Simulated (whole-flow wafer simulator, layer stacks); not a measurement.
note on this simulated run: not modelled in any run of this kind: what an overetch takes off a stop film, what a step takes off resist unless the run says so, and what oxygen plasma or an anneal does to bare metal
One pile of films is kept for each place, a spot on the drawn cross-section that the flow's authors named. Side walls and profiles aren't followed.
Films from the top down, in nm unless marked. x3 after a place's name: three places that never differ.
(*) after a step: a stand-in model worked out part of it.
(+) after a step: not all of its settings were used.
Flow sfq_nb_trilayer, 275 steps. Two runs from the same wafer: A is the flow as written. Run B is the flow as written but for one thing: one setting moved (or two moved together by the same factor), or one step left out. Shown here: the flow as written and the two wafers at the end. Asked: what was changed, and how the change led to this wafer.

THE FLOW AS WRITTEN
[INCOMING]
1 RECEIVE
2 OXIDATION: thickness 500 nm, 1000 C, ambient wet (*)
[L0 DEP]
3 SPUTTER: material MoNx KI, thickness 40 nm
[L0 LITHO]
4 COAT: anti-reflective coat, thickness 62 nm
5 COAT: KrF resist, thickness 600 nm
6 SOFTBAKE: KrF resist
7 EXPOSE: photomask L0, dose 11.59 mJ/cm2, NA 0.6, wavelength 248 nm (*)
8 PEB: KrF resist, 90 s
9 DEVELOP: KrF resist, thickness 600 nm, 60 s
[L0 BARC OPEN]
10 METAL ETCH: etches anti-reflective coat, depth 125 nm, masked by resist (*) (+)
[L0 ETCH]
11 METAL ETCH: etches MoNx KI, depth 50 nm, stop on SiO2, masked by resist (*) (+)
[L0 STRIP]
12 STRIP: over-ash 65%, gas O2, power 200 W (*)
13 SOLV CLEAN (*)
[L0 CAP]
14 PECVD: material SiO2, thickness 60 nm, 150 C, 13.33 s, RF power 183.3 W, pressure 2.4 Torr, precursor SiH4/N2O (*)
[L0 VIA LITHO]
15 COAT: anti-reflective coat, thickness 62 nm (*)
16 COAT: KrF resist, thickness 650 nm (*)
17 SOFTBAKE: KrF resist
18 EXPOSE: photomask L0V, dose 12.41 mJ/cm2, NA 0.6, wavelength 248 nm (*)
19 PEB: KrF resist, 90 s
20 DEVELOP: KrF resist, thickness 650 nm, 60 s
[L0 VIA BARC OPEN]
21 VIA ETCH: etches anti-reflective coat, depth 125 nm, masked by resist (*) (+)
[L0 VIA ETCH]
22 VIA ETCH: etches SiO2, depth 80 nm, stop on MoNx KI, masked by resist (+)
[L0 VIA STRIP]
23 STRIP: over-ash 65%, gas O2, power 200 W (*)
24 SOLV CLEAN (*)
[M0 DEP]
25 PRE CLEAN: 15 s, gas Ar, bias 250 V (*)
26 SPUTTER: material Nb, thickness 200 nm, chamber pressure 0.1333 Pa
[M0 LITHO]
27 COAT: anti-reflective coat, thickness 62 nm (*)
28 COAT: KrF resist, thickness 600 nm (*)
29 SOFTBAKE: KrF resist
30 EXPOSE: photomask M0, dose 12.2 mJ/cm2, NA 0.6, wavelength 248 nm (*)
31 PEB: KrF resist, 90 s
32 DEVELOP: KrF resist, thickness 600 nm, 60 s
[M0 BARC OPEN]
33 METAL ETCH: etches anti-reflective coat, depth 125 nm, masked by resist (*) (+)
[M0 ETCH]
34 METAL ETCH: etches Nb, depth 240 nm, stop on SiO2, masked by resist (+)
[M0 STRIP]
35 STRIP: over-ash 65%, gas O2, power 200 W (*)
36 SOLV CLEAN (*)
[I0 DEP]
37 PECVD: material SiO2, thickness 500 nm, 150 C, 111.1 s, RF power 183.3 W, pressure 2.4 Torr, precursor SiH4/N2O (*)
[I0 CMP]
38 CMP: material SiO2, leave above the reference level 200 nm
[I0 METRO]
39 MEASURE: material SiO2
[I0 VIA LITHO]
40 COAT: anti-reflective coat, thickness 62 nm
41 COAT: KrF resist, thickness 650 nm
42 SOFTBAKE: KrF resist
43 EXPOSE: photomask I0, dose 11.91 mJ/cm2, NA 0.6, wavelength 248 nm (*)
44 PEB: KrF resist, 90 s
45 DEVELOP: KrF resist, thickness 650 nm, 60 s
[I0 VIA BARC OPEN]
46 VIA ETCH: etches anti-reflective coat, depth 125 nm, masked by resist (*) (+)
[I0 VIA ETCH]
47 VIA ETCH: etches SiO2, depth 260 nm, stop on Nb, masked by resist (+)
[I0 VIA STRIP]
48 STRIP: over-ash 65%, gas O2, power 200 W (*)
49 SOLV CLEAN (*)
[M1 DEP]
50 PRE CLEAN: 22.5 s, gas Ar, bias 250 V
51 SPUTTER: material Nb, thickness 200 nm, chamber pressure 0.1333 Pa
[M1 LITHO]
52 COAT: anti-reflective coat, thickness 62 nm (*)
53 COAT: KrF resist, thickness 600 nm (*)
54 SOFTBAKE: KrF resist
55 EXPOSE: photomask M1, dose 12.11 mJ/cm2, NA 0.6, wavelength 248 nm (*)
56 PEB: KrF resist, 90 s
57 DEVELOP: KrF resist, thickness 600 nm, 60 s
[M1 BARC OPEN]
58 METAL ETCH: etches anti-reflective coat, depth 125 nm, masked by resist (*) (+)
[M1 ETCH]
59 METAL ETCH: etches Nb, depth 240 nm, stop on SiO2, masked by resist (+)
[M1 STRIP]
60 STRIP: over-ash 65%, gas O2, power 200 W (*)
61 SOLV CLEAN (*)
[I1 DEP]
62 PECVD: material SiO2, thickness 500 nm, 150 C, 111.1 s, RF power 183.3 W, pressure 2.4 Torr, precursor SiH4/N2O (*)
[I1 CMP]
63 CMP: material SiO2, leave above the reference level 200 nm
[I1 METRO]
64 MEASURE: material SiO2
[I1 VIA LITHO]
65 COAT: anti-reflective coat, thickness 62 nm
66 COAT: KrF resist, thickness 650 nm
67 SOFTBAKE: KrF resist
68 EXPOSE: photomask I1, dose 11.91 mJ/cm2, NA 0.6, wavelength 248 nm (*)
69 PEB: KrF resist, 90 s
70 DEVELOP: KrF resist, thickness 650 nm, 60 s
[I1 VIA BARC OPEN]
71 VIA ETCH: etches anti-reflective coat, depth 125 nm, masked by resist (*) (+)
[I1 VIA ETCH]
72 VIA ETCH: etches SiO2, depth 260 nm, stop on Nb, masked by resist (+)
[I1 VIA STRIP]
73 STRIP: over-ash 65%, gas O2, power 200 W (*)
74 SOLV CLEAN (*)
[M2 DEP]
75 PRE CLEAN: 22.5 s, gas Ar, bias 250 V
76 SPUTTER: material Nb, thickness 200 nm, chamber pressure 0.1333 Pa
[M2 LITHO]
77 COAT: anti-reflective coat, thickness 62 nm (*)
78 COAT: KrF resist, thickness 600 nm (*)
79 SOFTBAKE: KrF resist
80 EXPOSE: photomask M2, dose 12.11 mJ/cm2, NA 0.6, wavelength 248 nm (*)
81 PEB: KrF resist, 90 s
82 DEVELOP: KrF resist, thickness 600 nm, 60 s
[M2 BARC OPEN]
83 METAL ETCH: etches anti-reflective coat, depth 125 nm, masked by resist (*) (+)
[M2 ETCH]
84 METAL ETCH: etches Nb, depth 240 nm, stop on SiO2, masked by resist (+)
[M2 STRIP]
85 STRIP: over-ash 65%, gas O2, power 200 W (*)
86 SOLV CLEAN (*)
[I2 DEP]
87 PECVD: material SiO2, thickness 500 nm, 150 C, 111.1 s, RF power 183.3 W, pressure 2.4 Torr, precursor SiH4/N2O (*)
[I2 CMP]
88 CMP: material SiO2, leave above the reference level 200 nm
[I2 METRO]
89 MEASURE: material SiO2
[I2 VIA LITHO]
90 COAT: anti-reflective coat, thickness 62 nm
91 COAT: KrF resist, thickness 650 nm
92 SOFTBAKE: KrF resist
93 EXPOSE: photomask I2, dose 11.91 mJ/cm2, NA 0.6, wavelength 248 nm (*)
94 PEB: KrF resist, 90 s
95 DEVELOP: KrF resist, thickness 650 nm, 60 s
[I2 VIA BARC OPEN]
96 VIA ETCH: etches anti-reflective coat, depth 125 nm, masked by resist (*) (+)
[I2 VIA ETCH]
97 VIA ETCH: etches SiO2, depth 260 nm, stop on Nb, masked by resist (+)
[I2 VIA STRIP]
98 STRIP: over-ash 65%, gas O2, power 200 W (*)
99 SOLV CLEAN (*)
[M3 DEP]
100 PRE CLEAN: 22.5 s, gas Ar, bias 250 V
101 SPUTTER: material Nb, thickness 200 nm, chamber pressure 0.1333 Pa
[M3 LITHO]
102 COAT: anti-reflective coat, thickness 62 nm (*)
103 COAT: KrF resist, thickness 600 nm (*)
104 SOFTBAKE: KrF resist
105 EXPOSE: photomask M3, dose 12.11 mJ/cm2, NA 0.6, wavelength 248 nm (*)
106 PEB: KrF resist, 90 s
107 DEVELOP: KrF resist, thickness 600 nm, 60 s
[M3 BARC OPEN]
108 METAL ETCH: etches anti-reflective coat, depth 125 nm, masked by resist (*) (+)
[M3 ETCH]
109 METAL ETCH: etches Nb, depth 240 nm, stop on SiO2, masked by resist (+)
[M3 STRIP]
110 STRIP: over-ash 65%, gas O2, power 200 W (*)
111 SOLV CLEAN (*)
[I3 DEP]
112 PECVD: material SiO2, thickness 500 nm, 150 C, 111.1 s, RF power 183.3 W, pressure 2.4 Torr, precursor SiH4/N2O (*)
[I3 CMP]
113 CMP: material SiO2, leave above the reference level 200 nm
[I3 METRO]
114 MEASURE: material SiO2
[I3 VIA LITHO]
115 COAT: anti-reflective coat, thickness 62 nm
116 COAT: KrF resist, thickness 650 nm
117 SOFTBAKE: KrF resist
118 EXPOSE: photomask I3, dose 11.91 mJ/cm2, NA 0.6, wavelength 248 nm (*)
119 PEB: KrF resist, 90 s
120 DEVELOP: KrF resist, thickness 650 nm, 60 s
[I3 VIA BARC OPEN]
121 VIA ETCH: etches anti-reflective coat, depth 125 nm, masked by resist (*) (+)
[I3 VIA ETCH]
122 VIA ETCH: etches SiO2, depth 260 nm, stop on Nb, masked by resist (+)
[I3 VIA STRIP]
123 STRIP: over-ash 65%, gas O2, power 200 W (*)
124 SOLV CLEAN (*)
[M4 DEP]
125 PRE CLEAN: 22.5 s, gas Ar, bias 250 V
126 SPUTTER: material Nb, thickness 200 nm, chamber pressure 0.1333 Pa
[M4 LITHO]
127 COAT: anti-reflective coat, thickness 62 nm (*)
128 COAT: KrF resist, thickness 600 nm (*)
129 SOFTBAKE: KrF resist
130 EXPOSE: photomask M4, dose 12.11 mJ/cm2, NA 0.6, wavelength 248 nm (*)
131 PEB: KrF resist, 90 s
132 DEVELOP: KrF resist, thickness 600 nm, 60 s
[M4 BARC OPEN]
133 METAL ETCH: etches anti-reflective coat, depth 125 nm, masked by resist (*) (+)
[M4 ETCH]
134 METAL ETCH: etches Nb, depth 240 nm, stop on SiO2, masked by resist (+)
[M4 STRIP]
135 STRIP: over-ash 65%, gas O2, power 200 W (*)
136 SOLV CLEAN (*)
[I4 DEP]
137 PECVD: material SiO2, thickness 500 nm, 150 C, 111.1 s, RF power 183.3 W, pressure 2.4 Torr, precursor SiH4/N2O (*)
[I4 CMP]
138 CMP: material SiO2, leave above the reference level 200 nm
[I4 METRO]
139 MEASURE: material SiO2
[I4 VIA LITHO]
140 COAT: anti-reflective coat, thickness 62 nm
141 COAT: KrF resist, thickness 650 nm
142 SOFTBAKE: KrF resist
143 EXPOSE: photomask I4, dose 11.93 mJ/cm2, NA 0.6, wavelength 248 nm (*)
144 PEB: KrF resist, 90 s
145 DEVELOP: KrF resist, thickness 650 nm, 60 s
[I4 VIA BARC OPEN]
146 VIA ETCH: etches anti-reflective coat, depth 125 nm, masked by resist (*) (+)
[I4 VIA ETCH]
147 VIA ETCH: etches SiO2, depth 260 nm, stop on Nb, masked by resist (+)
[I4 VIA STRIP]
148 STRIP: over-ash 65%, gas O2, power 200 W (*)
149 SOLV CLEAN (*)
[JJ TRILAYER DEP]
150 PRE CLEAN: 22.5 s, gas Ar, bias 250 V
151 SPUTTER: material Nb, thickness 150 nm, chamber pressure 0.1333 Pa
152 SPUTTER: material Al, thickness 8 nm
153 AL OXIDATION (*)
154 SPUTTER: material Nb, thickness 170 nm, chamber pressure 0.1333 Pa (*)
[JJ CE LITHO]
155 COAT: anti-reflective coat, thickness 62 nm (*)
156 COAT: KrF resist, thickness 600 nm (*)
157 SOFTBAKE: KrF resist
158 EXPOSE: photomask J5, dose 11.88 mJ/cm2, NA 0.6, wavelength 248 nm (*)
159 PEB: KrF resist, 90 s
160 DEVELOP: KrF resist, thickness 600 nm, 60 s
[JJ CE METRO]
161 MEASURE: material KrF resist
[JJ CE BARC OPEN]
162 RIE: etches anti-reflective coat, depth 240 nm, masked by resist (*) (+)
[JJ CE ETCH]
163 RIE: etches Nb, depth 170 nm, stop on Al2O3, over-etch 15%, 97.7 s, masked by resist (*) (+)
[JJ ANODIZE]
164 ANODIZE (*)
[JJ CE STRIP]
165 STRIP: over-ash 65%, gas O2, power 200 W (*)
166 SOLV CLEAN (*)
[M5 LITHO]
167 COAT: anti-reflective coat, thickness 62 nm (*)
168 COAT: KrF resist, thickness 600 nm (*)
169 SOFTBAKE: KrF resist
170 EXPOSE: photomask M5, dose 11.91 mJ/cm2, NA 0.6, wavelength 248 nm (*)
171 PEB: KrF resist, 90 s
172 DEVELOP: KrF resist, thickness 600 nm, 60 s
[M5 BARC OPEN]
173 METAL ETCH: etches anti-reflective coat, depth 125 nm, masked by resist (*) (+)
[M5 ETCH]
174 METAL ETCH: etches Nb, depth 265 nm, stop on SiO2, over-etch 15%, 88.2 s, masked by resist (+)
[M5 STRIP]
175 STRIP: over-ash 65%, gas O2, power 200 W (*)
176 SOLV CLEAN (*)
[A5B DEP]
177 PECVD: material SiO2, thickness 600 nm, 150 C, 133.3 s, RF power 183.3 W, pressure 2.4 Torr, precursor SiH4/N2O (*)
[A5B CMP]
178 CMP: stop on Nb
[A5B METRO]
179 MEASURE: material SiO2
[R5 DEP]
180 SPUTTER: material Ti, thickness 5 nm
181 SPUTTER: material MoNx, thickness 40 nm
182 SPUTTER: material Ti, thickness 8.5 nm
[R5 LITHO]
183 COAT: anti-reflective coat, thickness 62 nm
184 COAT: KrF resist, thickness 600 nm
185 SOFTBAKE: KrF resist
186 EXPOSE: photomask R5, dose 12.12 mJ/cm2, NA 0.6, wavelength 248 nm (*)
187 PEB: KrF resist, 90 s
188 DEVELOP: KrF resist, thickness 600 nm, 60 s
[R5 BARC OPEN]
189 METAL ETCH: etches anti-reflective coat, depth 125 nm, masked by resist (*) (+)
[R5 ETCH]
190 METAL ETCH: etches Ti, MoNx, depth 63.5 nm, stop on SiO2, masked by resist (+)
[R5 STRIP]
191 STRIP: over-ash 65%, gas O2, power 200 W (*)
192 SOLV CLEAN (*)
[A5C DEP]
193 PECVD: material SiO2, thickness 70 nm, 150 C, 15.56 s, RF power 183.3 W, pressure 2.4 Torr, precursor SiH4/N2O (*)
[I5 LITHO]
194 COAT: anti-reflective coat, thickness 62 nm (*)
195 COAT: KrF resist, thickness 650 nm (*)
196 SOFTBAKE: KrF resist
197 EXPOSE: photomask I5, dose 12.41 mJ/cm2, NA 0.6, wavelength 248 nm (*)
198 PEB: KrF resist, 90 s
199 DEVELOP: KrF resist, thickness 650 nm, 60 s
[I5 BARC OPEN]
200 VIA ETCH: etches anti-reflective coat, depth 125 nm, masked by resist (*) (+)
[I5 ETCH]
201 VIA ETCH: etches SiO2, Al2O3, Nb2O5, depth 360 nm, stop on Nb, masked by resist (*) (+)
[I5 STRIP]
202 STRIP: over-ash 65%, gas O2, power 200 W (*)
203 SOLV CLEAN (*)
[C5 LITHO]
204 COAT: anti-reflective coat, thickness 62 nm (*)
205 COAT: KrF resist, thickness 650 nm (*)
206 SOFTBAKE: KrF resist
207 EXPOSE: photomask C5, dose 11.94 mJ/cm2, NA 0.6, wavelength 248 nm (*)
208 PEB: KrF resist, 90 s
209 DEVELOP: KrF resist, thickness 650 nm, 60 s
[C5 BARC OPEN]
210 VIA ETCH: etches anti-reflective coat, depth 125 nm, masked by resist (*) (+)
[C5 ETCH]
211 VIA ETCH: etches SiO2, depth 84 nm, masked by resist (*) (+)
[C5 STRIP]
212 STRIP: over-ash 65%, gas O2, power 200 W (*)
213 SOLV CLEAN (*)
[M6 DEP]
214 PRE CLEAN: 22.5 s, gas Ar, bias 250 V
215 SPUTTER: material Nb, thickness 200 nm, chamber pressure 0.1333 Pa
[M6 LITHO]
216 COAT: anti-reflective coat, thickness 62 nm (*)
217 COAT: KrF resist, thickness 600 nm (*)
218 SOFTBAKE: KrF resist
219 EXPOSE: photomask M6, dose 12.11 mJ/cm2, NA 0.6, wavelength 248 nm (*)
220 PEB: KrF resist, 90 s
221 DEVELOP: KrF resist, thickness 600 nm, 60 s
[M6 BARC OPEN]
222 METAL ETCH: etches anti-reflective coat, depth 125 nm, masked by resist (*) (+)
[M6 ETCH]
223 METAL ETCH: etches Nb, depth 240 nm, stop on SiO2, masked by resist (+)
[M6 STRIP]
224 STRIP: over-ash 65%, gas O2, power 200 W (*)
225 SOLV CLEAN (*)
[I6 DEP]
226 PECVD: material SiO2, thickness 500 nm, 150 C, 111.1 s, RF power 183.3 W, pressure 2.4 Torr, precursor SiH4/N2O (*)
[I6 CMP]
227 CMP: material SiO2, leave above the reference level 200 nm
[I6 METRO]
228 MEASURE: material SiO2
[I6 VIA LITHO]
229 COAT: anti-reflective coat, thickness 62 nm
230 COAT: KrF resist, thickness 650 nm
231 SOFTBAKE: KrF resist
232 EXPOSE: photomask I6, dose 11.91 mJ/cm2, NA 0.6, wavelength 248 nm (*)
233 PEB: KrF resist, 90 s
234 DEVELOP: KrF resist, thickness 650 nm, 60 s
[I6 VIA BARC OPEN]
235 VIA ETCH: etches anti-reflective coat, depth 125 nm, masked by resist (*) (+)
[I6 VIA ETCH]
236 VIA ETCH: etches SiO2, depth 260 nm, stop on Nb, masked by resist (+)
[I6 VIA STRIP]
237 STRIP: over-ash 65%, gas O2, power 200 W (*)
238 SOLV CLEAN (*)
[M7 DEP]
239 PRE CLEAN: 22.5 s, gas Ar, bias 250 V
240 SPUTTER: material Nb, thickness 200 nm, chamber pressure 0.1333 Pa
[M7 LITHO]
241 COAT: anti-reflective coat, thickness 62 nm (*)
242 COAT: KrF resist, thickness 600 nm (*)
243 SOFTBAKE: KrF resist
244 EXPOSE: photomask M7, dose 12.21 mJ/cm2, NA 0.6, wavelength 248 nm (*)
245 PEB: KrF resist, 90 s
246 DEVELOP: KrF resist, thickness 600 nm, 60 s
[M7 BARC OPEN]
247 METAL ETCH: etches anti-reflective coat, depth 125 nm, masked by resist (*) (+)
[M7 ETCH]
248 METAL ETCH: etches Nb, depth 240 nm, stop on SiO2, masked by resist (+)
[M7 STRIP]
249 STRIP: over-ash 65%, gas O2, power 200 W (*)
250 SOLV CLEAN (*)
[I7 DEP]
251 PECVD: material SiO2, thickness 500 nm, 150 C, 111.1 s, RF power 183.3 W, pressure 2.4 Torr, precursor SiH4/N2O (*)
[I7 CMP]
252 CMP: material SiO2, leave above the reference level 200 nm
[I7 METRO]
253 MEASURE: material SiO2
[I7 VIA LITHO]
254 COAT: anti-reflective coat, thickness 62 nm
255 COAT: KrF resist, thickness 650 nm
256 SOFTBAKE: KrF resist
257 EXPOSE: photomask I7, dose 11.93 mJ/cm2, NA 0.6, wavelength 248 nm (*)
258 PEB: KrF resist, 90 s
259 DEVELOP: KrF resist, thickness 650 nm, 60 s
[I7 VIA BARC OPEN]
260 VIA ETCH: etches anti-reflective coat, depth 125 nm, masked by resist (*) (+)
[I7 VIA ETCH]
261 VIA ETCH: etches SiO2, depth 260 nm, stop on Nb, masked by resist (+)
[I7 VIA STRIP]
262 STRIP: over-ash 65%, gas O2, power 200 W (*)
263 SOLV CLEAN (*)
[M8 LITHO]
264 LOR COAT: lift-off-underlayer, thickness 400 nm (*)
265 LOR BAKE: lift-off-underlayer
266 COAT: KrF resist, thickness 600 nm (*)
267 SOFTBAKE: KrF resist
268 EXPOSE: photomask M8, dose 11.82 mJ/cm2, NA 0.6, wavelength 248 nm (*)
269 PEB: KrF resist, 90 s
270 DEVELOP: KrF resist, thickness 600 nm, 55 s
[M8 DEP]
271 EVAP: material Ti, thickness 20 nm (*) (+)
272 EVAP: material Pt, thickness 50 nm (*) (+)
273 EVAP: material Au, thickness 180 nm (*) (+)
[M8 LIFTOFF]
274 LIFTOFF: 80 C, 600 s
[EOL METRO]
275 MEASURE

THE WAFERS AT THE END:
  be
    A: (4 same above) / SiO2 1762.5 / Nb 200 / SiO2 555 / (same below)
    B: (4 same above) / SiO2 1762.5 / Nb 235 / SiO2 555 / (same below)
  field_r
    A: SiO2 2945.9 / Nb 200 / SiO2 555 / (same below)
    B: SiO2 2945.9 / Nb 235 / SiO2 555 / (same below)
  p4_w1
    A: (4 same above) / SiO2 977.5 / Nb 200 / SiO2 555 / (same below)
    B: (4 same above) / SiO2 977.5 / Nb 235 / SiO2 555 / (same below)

The cause: step 26, SPUTTER: thickness 235 nm was run, where the flow has thickness 200 nm.
It can be read off the wafer: be has Nb 235, and step 26 as written asks for 200 nm.

How the change led to this, step by step:
  26 SPUTTER: material Nb, thickness 200 nm, chamber pressure 0.1333 Pa
      field_l, v_sur, via_wl and 102 more: A Nb +200 (new film) | B Nb +235 (new film)
      l0v: A Nb +195.7 (new film) | B Nb +230.7 (new film)
  34 METAL ETCH: etches Nb, depth 240 nm, stop on SiO2, masked by resist (+)
      moat, m0r_space_l, m0r_space_r: A Nb -200 (all of it) | B Nb -235 (all of it)
  37 PECVD: material SiO2, thickness 500 nm, 150 C, 111.1 s, RF power 183.3 W, pressure 2.4 Torr, precursor SiH4/N2O (*)
      moat, m0r_space_l, m0r_space_r: A SiO2 +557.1 | B SiO2 +592.1
